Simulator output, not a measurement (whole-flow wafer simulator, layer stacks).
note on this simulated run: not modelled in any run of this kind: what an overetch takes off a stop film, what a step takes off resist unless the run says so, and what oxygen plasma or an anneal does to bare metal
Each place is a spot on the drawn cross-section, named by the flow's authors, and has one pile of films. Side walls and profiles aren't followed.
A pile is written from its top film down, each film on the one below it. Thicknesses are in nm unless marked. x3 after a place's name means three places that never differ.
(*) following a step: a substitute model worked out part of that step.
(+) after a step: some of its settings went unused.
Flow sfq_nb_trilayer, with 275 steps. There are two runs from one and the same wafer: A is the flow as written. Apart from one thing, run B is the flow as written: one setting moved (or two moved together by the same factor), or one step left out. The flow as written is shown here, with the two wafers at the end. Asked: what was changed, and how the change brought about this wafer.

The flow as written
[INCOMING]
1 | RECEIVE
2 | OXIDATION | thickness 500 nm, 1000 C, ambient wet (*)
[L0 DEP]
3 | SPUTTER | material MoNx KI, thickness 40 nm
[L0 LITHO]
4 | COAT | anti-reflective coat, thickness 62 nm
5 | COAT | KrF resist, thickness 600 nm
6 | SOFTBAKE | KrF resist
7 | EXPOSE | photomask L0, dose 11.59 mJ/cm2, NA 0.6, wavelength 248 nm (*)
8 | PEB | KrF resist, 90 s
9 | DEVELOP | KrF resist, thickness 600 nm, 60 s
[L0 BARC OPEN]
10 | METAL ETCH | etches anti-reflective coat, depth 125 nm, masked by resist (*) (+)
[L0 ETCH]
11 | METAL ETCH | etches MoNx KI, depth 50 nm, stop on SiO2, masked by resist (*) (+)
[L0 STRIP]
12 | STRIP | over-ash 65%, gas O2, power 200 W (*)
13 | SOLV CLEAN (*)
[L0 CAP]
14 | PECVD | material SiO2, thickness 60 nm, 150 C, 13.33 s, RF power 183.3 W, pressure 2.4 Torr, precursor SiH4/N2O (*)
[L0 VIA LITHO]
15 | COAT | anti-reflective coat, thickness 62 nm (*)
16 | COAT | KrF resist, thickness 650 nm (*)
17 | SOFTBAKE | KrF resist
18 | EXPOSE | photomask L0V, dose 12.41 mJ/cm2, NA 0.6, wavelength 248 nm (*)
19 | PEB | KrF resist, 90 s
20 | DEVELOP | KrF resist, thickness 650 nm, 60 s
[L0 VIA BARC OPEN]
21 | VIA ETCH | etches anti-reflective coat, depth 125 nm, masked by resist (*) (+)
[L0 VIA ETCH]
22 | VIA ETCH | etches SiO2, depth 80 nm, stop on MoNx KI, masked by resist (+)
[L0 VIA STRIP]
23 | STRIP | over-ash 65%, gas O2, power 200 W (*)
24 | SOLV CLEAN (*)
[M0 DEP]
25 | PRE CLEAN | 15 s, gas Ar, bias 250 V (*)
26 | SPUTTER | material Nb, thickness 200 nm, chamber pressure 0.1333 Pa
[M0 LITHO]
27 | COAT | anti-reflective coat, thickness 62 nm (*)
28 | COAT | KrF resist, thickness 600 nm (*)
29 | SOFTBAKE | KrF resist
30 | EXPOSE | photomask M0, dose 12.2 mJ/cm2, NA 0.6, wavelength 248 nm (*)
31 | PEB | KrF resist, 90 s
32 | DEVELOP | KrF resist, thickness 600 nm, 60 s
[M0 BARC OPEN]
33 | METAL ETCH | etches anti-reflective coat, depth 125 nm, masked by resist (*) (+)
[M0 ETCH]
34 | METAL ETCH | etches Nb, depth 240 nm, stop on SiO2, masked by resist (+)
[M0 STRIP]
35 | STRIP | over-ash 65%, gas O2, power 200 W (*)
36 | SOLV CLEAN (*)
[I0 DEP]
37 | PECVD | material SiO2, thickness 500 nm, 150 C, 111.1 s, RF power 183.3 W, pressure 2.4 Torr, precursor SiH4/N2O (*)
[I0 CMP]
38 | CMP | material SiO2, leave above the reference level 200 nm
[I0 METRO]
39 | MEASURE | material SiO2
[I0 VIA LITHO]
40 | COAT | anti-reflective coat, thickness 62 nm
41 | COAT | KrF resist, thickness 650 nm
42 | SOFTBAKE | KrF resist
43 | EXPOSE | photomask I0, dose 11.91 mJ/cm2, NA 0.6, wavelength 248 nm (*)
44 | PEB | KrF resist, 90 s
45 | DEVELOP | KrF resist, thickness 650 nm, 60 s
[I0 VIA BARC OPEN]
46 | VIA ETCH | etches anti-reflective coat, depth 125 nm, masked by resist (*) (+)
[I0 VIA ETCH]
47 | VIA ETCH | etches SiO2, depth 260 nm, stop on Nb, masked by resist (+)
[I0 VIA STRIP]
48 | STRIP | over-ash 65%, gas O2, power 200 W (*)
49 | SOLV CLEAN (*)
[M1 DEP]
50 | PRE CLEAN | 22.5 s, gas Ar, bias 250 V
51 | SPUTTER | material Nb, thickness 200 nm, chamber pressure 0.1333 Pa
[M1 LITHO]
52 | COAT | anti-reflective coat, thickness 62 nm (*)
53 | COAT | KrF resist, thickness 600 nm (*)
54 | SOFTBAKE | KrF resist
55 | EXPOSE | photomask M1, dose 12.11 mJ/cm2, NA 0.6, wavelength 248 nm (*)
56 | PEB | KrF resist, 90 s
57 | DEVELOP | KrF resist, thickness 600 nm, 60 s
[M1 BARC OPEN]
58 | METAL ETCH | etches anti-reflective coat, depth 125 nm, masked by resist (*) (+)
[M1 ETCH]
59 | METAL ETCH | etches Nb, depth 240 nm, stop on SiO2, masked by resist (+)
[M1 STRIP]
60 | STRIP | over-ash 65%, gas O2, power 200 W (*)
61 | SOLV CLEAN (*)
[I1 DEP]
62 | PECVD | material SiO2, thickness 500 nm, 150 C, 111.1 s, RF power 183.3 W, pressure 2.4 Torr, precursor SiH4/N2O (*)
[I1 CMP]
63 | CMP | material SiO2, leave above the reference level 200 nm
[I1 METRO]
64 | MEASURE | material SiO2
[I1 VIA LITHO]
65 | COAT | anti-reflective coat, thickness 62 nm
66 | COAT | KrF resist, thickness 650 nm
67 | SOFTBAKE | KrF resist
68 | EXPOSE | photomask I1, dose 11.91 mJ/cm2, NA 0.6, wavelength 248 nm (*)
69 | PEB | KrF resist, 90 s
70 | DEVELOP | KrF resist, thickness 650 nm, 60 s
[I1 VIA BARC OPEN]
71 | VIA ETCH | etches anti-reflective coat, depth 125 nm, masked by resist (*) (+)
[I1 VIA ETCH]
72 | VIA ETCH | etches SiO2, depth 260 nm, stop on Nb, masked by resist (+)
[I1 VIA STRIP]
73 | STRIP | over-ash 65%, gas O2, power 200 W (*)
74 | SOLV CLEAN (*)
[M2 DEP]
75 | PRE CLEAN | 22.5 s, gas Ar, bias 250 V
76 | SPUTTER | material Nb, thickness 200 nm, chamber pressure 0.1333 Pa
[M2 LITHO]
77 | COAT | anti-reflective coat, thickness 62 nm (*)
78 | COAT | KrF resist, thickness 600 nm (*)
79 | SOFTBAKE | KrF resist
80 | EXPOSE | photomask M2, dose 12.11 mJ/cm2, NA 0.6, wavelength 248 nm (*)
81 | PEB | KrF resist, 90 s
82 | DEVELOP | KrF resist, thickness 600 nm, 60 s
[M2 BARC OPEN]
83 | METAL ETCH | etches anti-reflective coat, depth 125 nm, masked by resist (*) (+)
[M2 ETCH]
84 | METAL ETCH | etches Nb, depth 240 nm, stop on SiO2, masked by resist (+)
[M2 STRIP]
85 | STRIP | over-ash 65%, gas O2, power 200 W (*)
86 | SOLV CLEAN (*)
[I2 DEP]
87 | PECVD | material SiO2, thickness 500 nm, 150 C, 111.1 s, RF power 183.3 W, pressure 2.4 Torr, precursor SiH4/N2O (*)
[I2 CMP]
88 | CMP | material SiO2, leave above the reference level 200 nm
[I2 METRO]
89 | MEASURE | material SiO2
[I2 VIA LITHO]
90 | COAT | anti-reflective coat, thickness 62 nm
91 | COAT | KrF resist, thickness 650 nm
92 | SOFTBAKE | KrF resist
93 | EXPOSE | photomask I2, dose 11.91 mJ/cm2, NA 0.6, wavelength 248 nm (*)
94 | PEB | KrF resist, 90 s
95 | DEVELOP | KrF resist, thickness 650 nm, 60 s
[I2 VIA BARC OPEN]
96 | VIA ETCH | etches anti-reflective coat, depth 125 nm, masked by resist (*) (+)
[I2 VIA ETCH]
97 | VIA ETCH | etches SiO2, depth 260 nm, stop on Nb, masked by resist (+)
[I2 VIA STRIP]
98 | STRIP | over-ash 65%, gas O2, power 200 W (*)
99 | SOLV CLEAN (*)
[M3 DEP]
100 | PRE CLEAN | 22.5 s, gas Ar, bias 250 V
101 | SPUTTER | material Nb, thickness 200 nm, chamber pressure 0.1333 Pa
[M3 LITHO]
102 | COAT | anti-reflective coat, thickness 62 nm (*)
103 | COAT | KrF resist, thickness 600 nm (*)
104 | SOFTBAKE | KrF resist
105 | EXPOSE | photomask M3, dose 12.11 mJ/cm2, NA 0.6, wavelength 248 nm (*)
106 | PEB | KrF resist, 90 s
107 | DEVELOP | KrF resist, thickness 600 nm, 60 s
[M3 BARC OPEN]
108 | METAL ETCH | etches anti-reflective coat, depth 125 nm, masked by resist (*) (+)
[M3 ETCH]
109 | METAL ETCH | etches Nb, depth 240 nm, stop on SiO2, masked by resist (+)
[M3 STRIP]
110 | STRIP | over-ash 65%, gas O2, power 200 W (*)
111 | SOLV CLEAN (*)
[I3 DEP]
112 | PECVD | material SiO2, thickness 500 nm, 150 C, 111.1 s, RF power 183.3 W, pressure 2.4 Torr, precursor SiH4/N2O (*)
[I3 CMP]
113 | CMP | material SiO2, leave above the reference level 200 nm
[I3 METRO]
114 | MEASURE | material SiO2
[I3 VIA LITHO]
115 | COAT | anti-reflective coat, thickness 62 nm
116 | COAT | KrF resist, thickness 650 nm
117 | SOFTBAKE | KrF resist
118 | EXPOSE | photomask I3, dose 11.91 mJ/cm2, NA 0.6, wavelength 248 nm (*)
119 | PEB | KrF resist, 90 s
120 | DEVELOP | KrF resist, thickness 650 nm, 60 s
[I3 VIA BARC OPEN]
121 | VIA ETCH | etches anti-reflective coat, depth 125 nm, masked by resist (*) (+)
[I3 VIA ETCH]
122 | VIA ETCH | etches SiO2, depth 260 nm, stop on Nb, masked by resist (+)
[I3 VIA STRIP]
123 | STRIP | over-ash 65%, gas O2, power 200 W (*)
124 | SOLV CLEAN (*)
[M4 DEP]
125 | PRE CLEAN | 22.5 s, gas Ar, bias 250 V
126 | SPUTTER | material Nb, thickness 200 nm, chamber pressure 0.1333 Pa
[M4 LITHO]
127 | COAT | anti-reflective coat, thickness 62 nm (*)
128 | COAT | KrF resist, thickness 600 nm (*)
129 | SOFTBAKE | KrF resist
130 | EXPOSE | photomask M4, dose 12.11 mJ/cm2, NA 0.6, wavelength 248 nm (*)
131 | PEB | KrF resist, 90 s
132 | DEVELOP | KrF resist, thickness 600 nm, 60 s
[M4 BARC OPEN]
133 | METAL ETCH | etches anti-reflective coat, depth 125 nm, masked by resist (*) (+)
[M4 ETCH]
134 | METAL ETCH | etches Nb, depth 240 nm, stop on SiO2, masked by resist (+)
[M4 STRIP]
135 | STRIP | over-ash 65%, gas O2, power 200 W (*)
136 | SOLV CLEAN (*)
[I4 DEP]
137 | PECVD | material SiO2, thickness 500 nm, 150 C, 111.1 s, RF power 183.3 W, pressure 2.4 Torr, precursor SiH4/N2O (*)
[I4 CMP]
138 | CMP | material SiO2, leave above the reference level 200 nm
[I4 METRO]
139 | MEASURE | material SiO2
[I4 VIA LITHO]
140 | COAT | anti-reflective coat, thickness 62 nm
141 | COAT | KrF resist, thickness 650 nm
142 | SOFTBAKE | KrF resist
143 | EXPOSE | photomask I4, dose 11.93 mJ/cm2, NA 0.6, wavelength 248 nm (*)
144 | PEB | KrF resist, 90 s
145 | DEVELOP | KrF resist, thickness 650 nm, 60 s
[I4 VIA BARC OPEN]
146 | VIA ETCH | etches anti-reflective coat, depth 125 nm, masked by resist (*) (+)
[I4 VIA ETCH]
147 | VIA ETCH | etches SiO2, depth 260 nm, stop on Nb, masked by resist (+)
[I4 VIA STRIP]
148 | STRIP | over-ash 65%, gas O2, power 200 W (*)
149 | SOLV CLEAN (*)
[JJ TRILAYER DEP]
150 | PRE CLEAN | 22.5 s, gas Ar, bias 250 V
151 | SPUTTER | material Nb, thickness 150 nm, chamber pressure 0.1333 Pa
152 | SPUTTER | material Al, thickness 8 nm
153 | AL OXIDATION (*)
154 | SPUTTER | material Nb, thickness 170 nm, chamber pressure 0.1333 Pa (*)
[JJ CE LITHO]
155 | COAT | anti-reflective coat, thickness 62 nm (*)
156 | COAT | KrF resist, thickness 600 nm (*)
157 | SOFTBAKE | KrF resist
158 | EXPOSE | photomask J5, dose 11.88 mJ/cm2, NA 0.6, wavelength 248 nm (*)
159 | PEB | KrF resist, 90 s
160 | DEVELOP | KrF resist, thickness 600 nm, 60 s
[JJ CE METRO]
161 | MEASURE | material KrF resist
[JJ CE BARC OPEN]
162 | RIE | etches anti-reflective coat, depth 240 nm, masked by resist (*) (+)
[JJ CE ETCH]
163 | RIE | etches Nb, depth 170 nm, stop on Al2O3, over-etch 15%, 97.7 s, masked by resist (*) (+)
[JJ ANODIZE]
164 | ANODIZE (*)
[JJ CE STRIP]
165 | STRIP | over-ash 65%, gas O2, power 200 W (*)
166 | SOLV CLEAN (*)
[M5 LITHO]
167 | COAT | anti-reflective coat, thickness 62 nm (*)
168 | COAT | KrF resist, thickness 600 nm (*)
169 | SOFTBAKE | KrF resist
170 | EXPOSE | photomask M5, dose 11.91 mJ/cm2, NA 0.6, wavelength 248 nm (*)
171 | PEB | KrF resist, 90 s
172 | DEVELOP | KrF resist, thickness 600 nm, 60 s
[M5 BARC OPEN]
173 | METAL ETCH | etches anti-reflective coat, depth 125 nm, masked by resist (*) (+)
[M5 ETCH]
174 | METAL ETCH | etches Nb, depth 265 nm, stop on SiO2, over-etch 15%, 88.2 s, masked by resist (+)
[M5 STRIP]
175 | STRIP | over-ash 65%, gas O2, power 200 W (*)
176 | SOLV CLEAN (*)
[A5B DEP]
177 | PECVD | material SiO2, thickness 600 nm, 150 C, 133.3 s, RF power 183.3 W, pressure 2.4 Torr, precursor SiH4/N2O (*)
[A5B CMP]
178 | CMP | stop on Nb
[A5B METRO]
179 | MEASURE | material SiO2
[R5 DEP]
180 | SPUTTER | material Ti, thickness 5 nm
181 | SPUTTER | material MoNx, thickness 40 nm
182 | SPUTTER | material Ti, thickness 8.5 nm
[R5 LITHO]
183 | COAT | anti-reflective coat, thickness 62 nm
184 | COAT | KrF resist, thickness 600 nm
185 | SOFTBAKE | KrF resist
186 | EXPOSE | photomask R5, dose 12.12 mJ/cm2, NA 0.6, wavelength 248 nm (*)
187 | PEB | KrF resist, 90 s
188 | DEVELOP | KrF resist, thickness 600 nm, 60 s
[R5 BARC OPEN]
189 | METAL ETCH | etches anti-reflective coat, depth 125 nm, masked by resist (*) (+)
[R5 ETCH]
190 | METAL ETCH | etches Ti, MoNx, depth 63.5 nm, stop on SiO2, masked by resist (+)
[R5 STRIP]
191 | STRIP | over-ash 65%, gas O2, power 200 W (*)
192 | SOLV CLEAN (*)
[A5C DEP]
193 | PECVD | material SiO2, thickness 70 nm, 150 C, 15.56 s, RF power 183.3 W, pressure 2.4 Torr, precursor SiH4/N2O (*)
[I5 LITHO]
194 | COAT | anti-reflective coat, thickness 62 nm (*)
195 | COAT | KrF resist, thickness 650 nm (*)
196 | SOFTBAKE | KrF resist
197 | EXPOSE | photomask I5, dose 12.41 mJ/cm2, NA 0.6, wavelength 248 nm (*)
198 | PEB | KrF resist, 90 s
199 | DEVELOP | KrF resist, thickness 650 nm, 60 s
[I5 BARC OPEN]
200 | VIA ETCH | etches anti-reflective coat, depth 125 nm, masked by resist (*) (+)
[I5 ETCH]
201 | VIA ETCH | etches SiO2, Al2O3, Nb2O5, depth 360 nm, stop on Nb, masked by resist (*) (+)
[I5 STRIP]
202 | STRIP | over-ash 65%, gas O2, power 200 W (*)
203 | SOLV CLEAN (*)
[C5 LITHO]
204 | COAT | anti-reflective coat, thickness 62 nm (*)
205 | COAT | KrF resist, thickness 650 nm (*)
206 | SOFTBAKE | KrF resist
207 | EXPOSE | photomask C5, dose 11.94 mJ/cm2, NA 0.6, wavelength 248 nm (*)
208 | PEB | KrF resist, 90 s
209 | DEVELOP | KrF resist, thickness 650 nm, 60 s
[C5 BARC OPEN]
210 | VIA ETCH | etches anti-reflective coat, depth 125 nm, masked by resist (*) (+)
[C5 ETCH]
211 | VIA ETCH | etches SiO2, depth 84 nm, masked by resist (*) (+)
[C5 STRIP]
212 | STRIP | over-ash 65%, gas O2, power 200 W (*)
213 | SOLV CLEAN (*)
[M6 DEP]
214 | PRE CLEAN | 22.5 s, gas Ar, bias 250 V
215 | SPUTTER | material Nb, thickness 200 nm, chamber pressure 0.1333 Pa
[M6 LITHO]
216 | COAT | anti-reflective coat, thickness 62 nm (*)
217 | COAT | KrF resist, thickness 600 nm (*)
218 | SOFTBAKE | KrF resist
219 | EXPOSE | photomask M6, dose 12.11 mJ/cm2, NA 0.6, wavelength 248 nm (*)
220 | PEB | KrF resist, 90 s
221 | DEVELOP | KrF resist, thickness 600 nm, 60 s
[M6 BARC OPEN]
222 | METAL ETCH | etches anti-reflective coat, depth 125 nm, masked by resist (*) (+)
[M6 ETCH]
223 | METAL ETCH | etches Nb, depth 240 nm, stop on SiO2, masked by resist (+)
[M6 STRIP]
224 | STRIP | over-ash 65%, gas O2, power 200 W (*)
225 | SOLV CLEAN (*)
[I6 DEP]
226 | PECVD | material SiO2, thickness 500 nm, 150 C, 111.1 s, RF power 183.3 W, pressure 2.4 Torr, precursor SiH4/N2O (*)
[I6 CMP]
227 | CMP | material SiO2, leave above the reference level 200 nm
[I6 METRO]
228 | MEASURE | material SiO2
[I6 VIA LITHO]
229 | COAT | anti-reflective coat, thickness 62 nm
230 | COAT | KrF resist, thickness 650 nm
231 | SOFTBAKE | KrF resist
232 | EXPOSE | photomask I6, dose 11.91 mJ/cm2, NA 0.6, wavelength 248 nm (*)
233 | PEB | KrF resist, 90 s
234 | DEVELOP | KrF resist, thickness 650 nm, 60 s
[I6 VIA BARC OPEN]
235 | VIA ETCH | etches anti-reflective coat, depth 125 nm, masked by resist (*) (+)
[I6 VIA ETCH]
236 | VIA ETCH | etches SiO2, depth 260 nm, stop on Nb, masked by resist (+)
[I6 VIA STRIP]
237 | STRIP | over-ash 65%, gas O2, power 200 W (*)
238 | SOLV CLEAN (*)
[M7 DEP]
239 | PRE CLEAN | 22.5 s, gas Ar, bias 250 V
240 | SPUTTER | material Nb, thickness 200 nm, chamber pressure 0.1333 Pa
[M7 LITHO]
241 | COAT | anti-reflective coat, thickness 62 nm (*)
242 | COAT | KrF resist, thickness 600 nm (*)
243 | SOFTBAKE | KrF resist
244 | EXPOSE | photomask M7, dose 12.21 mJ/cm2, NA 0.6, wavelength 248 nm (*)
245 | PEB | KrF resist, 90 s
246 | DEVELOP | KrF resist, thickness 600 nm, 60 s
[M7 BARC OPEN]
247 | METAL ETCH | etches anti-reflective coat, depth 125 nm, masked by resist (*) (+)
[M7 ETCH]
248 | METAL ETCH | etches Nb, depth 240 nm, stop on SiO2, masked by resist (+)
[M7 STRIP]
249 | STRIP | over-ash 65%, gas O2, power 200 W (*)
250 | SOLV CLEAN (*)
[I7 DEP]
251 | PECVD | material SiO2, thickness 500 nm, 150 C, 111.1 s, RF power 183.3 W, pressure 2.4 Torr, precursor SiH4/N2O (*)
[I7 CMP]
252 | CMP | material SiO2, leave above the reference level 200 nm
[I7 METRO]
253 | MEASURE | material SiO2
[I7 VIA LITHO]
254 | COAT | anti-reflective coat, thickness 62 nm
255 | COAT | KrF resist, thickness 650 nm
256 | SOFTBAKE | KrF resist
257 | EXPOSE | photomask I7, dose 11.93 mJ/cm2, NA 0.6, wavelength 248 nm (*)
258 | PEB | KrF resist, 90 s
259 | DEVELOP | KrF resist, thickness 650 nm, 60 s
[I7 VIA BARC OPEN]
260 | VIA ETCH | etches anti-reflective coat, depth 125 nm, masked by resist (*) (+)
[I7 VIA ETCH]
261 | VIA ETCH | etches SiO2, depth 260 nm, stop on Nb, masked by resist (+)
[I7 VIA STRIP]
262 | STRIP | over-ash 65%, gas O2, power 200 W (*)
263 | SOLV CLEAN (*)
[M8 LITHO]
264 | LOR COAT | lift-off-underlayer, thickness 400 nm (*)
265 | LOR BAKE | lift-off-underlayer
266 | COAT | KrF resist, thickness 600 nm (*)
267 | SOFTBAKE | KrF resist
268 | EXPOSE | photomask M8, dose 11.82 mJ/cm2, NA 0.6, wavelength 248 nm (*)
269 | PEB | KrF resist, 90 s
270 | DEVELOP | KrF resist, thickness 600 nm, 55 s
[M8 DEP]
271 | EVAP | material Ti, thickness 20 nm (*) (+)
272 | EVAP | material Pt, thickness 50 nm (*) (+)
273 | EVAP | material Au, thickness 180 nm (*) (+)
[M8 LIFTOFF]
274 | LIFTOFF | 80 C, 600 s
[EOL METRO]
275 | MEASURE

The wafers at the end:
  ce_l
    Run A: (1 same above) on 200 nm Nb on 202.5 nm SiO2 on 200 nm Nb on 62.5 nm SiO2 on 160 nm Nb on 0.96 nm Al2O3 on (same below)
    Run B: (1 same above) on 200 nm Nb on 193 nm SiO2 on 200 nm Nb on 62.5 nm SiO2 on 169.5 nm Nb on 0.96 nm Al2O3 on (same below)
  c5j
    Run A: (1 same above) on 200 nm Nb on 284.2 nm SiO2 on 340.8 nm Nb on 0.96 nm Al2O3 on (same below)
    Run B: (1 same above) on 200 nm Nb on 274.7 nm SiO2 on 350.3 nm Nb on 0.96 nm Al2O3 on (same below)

The reason: step 190, METAL ETCH: depth 54 nm was run, whereas the flow has depth 63.5 nm.

Step by step, how the change led to this:
  190 | METAL ETCH | etches Ti, MoNx, depth 63.5 nm, stop on SiO2, masked by resist (+)
      be_r, r_sur, res, r_end, r5r_line_l, r5r_line_c, r5r_line_r: A KrF resist loses 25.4 | B KrF resist loses 21.6
      ce_l, c5j, ce_r, wl_jj: A Ti loses 8.5 (all of it), MoNx loses 40 (all of it), Ti loses 5 (all of it), Nb loses 10 | B Ti loses 8.5 (all of it), MoNx loses 40 (all of it), Ti loses 5 (all of it), Nb loses 0.5
  194 | COAT | anti-reflective coat, thickness 62 nm (*)
      wl_j_sl, wl_j_sr: A anti-reflective coat gains 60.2 (new film) | B anti-reflective coat gains 61.9 (new film)
      jj_sur: A anti-reflective coat gains 60.8 (new film) | B anti-reflective coat gains 62.6 (new film)
      (and at 5 other places as well)
  202 | STRIP | over-ash 65%, gas O2, power 200 W (*)
      wl_j_sl, wl_j_sr: A KrF resist loses 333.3 (all of it), anti-reflective coat loses 60.2 (all of it) | B KrF resist loses 333.1 (all of it), anti-reflective coat loses 61.9 (all of it)
      jj_sur: A KrF resist loses 337.2 (all of it), anti-reflective coat loses 60.8 (all of it) | B KrF resist loses 337 (all of it), anti-reflective coat loses 62.6 (all of it)
      (and at 5 other places as well)
  204 | COAT | anti-reflective coat, thickness 62 nm (*)
      wl_j_sl, wl_j_sr: A anti-reflective coat gains 60.2 (new film) | B anti-reflective coat gains 61.9 (new film)
      jj_sur: A anti-reflective coat gains 59.5 (new film) | B anti-reflective coat gains 61.2 (new film)
      (and at 5 other places as well)
  210 | VIA ETCH | etches anti-reflective coat, depth 125 nm, masked by resist (*) (+)
      c5j: A anti-reflective coat loses 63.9 (all of it), SiO2 loses 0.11 | B anti-reflective coat loses 61.5 (all of it), SiO2 loses 0.12
  212 | STRIP | over-ash 65%, gas O2, power 200 W (*)
      wl_j_sl, wl_j_sr: A KrF resist loses 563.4 (all of it), anti-reflective coat loses 60.2 (all of it) | B KrF resist loses 563.2 (all of it), anti-reflective coat loses 61.9 (all of it)
      jj_sur: A KrF resist loses 562 (all of it), anti-reflective coat loses 59.5 (all of it) | B KrF resist loses 561.8 (all of it), anti-reflective coat loses 61.2 (all of it)
      (and at 4 other places as well)
  216 | COAT | anti-reflective coat, thickness 62 nm (*)
      wl_j_sl, wl_j_sr: A anti-reflective coat gains 60.2 (new film) | B anti-reflective coat gains 61.9 (new film)
      jj_sur: A anti-reflective coat gains 56.1 (new film) | B anti-reflective coat gains 58.5 (new film)
      (and at 5 other places as well)
  224 | STRIP | over-ash 65%, gas O2, power 200 W (*)
      wl_j_sl, wl_j_sr: A KrF resist loses 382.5 (all of it), anti-reflective coat loses 60.2 (all of it) | B KrF resist loses 382.4 (all of it), anti-reflective coat loses 61.9 (all of it)
      jj_sur: A KrF resist loses 378.5 (all of it), anti-reflective coat loses 56.1 (all of it) | B KrF resist loses 377.9 (all of it), anti-reflective coat loses 58.5 (all of it)
      (and at 5 other places as well)
  227 | CMP | material SiO2, leave above the reference level 200 nm
      ce_l, ce_r, wl_jj: A SiO2 loses 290 | B SiO2 loses 299.5
      c5j: A SiO2 loses 223 | B SiO2 loses 232.5
